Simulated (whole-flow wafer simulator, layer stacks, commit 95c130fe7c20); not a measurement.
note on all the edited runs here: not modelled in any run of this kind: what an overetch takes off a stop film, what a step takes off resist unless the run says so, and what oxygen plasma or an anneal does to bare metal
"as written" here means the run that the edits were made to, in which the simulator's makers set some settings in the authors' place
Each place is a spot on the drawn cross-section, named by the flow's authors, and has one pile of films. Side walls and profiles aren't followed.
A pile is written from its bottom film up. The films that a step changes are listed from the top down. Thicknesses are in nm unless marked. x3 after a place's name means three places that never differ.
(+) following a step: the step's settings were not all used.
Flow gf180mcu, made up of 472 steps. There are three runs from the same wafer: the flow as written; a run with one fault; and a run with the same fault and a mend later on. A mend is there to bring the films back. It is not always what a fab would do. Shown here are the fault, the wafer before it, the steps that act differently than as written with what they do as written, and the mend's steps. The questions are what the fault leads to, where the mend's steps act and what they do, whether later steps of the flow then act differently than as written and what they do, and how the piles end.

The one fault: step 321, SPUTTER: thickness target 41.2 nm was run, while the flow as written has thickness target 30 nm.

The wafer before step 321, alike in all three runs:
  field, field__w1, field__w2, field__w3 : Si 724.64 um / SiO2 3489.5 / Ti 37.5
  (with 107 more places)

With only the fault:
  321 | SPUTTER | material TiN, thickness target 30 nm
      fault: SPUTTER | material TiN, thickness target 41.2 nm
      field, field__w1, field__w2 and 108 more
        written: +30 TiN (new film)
        fault: +41.2 TiN (new film)
  Steps further on in the flow that do not act as written:
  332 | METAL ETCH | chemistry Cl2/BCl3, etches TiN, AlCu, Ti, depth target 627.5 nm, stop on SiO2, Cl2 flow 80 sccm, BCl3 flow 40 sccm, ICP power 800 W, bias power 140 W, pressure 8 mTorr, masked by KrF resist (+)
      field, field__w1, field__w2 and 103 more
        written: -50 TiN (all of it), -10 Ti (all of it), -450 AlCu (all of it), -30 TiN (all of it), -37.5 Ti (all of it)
        fault: -50 TiN (all of it), -10 Ti (all of it), -450 AlCu (all of it), -41.2 TiN (all of it), -37.5 Ti (all of it)
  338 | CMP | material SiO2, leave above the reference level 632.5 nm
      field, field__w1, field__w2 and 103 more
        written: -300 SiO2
        fault: -288.8 SiO2
  By the end, the piles at field__w8, contact, m1, m1__w1, m1_nw depart from the flow's by more than 2% or 0.5 nm, whichever is larger.
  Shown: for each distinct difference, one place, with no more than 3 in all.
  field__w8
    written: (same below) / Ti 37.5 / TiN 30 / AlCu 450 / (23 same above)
    fault: (same below) / Ti 37.5 / TiN 41.2 / AlCu 450 / (23 same above)
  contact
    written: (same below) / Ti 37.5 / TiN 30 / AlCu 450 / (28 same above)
    fault: (same below) / Ti 37.5 / TiN 41.2 / AlCu 450 / (28 same above)

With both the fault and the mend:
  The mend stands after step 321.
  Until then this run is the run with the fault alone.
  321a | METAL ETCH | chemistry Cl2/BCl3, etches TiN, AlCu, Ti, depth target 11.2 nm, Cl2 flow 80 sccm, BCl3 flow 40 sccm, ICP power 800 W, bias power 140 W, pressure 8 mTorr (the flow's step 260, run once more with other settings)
      field, field__w1, field__w2 and 108 more
        -11.2 TiN
  Later steps of the flow that are run all act as written at every place that is followed.
  At every place that both follow, the piles at the end match the flow's.
